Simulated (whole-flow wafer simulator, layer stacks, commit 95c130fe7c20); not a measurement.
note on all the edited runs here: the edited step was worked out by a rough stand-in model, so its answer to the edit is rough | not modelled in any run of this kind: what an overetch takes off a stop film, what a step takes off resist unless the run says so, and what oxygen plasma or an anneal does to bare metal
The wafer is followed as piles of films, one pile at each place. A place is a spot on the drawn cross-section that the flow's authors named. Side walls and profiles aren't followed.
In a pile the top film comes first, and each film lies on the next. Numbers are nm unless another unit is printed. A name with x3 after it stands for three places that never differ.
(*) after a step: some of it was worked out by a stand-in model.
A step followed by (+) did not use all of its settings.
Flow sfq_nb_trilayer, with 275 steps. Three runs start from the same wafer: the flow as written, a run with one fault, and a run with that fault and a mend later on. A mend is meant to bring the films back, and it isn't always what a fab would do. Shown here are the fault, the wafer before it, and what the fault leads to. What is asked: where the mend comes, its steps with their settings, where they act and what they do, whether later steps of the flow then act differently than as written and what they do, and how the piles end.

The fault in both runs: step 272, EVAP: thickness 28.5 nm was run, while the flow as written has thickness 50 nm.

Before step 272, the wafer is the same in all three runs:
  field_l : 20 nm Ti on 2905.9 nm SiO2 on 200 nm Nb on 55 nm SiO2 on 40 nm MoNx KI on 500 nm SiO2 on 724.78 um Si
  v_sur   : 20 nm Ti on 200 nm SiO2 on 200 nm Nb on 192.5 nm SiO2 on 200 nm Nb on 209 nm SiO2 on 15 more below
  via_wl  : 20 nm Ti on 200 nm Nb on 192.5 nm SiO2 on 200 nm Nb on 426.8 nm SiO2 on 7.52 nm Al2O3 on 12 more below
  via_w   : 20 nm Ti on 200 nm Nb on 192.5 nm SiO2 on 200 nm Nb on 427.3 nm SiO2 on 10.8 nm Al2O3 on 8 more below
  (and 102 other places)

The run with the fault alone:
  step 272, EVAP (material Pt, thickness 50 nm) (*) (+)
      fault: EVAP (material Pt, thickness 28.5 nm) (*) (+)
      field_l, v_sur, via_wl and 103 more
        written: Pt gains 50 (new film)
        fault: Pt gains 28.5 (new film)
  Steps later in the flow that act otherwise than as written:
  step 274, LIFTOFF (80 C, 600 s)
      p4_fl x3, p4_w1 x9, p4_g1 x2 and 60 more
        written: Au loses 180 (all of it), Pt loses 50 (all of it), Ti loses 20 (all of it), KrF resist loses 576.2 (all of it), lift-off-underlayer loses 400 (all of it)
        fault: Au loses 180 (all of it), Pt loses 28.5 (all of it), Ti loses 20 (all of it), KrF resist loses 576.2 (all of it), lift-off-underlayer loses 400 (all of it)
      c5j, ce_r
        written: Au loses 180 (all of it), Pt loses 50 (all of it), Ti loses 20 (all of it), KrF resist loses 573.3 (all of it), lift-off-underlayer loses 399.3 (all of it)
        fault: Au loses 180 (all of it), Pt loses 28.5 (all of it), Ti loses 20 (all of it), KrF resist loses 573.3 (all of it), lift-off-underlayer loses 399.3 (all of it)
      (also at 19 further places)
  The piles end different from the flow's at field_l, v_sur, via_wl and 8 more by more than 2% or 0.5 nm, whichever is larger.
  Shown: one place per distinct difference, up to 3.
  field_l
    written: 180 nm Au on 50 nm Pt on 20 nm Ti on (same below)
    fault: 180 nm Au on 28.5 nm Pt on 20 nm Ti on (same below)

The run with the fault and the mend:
  The mend follows step 272.
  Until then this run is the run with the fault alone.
  step 272a, EVAP (material Pt, thickness 21.5 nm) (*) (+) (the flow's step 272, run once more with other settings)
      field_l, v_sur, via_wl and 103 more
        Pt gains 21.5
  Every later step of the flow that is run acts as written at every place that is followed.
  By the end, the piles equal the flow's at every place that both follow.
